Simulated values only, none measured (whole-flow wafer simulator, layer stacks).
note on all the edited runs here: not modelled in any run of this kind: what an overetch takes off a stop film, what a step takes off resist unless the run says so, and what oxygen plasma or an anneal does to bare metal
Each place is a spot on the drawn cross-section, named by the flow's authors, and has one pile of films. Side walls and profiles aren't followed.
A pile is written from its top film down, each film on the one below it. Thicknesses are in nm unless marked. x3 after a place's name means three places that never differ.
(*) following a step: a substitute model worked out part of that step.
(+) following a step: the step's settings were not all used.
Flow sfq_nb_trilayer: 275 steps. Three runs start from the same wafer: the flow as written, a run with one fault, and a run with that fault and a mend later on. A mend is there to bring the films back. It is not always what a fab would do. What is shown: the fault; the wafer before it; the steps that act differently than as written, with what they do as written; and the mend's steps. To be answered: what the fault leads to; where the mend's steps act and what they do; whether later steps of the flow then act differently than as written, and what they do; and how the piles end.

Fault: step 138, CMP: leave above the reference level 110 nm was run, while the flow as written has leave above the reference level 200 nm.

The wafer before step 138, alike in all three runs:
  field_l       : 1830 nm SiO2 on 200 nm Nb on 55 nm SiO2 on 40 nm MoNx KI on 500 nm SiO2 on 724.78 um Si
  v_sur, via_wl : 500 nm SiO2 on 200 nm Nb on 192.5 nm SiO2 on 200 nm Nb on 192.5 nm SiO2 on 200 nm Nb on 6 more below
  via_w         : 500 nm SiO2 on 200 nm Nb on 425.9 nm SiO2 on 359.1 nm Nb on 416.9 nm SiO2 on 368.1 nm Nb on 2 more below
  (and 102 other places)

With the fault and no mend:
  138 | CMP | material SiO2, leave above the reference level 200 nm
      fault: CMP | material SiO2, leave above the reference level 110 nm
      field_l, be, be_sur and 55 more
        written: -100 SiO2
        fault: -190 SiO2
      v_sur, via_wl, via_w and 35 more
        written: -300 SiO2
        fault: -390 SiO2
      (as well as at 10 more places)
  Later steps of the flow acting differently than as written (not shown: 4 more steps that differ only slightly, by at most 2% or 0.5 nm, whichever is larger):
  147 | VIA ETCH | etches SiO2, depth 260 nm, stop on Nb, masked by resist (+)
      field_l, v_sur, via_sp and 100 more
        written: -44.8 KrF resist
        fault: -28.4 KrF resist
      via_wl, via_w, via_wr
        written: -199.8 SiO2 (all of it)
        fault: -109.8 SiO2 (all of it)
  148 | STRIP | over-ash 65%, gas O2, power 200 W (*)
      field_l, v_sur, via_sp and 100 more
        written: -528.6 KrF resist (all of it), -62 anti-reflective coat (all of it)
        fault: -545 KrF resist (all of it), -62 anti-reflective coat (all of it)
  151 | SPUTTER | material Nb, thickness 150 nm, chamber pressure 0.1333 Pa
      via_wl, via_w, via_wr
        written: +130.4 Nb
        fault: +141 Nb
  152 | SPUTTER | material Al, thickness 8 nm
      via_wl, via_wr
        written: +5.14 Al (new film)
        fault: +6.21 Al (new film)
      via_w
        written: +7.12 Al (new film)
        fault: +7.85 Al (new film)
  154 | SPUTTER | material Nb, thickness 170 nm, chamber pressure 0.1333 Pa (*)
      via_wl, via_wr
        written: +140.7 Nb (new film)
        fault: +127.5 Nb (new film)
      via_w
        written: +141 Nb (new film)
        fault: +167.3 Nb (new film)
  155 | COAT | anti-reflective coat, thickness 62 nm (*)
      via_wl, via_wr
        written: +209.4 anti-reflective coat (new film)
        fault: +170.9 anti-reflective coat (new film)
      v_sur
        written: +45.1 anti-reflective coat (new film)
        fault: +49.6 anti-reflective coat (new film)
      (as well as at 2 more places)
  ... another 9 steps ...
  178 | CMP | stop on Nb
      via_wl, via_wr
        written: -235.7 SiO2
        fault: -336 SiO2
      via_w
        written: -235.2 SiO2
        fault: -335.6 SiO2
  The piles end different from the flow's at field_l, v_sur, via_wl and 103 more by more than 2% or 0.5 nm, whichever is larger.
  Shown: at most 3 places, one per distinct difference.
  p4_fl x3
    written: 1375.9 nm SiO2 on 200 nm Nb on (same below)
    fault: 1285.9 nm SiO2 on 200 nm Nb on (same below)
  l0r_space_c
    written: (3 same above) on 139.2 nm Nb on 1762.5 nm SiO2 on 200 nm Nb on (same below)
    fault: (3 same above) on 139.2 nm Nb on 1672.5 nm SiO2 on 200 nm Nb on (same below)
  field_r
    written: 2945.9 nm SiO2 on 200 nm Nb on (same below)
    fault: 2855.9 nm SiO2 on 200 nm Nb on (same below)

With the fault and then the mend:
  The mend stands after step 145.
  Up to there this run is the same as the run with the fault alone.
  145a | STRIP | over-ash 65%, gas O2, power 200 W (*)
      field_l, v_sur, via_sp and 100 more
        -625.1 KrF resist (all of it), -62 anti-reflective coat (all of it)
      via_wl, via_w, via_wr
        -62 anti-reflective coat (all of it)
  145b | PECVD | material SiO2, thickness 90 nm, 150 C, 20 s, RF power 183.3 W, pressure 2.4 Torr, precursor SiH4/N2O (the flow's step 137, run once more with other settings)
      field_l, v_sur, via_wl and 103 more
        +90 SiO2
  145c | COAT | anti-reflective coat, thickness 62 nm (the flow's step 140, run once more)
      field_l, v_sur, via_wl and 103 more
        +62 anti-reflective coat (new film)
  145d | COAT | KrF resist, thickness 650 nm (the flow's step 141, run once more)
      field_l, v_sur, via_wl and 103 more
        +650 KrF resist (new film)
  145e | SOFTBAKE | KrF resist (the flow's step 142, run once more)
      does not change any film at any place that is followed
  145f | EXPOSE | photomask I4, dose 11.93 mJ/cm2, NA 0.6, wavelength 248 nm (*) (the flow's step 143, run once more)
      does not change any film at any place that is followed
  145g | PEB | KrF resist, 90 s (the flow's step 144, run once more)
      field_l, v_sur, via_wl and 103 more
        -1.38 KrF resist
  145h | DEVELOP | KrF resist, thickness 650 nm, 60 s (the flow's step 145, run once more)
      field_l, v_sur, via_sp and 100 more
        -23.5 KrF resist
      via_wl, via_w, via_wr
        -648.6 KrF resist (all of it)
  None of the later steps of the flow differs from how it acts as written, at any place that is followed, by more than 2% or 0.5 nm, whichever is larger.
  When the end is reached, the piles differ only a little from the flow's at the places that both follow, at most by 2% or 0.5 nm, whichever is larger.
